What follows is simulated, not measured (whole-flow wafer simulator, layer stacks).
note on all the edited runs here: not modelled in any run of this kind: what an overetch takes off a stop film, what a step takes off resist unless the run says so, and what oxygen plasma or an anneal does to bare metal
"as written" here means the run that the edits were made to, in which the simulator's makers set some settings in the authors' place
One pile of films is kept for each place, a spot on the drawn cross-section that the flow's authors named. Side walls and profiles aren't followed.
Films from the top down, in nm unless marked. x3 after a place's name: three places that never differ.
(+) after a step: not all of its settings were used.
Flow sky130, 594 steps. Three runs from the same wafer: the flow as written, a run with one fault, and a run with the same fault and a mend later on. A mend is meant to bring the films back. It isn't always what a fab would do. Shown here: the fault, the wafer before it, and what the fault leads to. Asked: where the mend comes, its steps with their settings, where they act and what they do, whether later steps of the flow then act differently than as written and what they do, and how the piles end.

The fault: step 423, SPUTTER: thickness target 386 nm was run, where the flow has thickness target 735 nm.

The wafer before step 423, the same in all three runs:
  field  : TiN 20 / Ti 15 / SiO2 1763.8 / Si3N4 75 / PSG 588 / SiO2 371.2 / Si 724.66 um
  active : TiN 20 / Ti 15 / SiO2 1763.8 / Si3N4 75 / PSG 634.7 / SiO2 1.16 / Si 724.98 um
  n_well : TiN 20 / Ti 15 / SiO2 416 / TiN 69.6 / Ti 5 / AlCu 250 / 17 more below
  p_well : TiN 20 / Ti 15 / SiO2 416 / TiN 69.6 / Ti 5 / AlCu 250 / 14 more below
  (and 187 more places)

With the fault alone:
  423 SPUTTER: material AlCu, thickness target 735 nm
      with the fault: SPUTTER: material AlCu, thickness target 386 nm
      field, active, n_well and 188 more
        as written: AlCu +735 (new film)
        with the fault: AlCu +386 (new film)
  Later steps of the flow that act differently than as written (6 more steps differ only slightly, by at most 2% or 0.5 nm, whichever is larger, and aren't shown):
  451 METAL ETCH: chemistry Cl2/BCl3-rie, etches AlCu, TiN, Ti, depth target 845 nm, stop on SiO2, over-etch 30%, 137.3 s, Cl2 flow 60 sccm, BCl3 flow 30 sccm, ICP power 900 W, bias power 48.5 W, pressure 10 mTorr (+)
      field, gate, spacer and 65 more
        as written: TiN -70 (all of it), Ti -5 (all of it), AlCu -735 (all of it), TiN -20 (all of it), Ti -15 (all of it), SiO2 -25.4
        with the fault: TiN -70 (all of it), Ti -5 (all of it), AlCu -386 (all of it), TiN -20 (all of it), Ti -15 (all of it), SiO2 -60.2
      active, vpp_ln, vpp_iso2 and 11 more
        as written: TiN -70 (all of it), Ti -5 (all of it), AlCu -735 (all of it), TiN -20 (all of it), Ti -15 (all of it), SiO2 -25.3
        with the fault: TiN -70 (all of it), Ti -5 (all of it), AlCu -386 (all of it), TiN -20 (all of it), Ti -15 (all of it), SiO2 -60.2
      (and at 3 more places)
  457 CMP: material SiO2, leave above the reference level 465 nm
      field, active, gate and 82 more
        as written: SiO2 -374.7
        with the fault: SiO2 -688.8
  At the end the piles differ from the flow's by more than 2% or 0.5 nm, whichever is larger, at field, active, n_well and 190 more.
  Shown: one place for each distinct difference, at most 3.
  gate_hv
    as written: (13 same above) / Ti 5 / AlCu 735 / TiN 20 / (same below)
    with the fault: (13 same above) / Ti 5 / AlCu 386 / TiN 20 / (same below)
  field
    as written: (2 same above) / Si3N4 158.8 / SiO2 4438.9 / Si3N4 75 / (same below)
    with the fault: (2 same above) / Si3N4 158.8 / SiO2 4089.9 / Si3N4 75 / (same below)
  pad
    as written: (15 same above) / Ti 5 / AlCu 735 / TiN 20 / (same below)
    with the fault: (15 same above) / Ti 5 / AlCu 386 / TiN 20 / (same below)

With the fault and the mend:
  The mend comes after step 423.
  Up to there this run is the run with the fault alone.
  423a SPUTTER: material AlCu, thickness target 349 nm (the flow's step 423 once more, with other settings)
      field, active, n_well and 188 more
        AlCu +349
  No later step of the flow acts differently than as written at any place that is followed.
  At the end the piles are the same as the flow's at every place that both follow.
